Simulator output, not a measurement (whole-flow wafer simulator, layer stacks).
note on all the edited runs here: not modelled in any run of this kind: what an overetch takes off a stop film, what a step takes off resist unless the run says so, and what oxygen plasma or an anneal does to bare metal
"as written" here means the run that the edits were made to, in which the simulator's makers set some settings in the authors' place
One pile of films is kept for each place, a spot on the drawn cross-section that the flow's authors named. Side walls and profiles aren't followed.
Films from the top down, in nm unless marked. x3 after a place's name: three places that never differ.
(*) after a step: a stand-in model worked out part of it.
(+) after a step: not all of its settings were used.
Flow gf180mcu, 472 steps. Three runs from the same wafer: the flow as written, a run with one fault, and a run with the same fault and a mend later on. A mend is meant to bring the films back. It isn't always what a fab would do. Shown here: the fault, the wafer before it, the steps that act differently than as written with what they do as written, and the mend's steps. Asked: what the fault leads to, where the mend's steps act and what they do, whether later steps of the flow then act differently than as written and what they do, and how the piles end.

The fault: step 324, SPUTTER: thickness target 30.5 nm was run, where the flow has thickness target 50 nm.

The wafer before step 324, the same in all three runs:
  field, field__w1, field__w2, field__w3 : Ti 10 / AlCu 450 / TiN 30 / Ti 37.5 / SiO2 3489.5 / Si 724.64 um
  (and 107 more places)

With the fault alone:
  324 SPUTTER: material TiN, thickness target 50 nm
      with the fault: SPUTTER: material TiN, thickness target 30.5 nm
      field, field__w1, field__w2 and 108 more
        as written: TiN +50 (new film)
        with the fault: TiN +30.5 (new film)
  Later steps of the flow that act differently than as written (2 more steps differ only slightly, by at most 2% or 0.5 nm, whichever is larger, and aren't shown):
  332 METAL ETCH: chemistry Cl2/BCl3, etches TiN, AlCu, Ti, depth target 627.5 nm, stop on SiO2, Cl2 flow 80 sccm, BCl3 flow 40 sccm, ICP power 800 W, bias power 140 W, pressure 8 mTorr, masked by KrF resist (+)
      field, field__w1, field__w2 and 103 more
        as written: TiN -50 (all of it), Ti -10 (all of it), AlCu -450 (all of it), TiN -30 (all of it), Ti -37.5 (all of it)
        with the fault: TiN -30.5 (all of it), Ti -10 (all of it), AlCu -450 (all of it), TiN -30 (all of it), Ti -37.5 (all of it)
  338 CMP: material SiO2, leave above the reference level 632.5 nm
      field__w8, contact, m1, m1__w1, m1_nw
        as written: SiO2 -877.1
        with the fault: SiO2 -857.6
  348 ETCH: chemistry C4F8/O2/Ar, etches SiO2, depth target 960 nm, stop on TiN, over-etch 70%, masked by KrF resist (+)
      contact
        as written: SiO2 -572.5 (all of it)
        with the fault: SiO2 -592 (all of it)
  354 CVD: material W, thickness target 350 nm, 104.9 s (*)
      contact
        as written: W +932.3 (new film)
        with the fault: W +952 (new film)
  At the end the piles differ from the flow's by more than 2% or 0.5 nm, whichever is larger, at field__w8, contact, m1, m1__w1, m1_nw.
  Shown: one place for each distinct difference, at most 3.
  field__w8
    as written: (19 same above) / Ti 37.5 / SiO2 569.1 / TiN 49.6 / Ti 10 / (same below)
    with the fault: (19 same above) / Ti 37.5 / SiO2 588.6 / TiN 30.1 / Ti 10 / (same below)
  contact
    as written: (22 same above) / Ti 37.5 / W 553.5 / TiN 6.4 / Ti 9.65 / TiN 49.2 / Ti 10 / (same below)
    with the fault: (22 same above) / Ti 37.5 / W 573.2 / TiN 6.33 / Ti 9.54 / TiN 29.7 / Ti 10 / (same below)

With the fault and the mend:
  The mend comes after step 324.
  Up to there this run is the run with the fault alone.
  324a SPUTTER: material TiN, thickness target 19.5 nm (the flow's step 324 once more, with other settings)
      field, field__w1, field__w2 and 108 more
        TiN +19.5
  No later step of the flow acts differently than as written at any place that is followed.
  At the end the piles are the same as the flow's at every place that both follow.
